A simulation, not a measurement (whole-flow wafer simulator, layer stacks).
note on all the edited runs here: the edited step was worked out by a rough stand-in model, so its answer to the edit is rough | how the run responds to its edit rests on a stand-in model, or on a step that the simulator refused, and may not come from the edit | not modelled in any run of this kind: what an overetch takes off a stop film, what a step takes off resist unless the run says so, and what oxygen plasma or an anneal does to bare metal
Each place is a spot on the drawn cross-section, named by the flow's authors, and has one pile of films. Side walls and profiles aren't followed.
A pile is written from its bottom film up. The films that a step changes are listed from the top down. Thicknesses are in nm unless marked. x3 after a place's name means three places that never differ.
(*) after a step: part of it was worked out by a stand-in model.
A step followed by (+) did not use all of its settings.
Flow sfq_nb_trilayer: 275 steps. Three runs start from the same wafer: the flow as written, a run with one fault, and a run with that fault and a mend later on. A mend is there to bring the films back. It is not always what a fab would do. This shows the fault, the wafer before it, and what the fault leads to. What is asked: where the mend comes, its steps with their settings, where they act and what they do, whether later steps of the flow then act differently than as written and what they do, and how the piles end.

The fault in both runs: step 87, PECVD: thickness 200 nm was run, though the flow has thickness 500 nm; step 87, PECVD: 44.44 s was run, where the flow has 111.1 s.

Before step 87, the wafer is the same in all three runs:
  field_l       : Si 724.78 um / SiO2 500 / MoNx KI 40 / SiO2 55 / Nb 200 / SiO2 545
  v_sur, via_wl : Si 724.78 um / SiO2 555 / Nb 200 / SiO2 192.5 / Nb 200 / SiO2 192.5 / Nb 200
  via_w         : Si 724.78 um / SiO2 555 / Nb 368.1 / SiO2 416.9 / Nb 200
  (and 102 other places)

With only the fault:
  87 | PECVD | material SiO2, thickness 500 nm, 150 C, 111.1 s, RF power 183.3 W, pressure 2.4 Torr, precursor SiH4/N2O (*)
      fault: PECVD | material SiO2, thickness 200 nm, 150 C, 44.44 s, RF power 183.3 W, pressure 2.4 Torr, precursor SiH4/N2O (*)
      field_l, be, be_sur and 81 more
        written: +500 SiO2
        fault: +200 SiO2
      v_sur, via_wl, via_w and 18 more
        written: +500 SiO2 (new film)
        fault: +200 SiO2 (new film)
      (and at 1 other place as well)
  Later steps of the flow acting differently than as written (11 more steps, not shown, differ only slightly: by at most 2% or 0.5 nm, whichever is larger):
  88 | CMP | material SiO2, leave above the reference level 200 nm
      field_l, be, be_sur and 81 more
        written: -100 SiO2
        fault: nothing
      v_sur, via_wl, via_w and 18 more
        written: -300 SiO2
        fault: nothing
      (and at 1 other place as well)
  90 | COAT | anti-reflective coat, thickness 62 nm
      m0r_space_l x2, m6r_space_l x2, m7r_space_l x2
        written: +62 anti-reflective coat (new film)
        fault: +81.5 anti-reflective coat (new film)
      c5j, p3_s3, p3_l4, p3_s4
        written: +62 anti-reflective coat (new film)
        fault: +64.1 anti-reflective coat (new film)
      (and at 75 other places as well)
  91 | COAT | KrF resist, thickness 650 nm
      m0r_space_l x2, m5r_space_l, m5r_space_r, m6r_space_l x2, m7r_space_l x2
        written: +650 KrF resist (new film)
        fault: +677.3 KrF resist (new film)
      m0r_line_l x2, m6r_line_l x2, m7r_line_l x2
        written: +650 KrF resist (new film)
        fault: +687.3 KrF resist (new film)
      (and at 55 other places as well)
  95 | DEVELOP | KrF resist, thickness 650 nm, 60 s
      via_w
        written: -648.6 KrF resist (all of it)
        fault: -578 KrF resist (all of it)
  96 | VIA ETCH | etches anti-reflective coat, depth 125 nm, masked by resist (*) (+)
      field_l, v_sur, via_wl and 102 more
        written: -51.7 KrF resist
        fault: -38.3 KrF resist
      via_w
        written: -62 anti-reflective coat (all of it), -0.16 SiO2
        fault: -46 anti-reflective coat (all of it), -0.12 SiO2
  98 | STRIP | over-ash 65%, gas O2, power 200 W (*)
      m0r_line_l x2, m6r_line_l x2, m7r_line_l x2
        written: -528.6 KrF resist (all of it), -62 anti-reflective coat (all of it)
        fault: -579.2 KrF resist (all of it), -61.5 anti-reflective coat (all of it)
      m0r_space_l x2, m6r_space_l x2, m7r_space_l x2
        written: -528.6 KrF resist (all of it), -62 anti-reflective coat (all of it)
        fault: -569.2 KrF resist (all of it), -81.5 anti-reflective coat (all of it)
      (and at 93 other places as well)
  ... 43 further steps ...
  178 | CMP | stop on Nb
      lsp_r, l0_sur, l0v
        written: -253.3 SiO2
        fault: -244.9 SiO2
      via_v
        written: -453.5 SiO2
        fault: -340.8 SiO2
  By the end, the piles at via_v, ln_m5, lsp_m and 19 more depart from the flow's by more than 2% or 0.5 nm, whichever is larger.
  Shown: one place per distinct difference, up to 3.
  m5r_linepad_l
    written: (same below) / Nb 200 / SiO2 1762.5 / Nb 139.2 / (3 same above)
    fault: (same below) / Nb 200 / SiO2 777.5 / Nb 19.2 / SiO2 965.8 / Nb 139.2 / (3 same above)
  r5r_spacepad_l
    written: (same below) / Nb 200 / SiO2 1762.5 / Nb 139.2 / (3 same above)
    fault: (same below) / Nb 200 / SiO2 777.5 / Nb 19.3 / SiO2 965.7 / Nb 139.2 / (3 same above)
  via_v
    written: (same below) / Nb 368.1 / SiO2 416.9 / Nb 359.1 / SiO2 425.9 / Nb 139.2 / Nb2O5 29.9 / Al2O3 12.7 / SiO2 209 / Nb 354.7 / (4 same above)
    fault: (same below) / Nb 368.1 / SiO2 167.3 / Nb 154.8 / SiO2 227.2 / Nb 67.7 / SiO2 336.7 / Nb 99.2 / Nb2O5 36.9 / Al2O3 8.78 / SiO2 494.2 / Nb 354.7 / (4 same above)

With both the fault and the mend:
  After step 87 comes the mend.
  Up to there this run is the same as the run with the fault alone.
  87a | PECVD | material SiO2, thickness 300 nm, 150 C, 66.67 s, RF power 183.3 W, pressure 2.4 Torr, precursor SiH4/N2O (*) (a further turn of the flow's step 87, with different settings)
      field_l, v_sur, via_wl and 102 more
        +300 SiO2
      via_v
        +406.7 SiO2
  Later steps of the flow acting differently than as written:
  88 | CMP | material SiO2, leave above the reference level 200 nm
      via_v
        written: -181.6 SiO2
        mend: -157.1 SiO2
  By the end, the piles equal the flow's at every place that both follow.
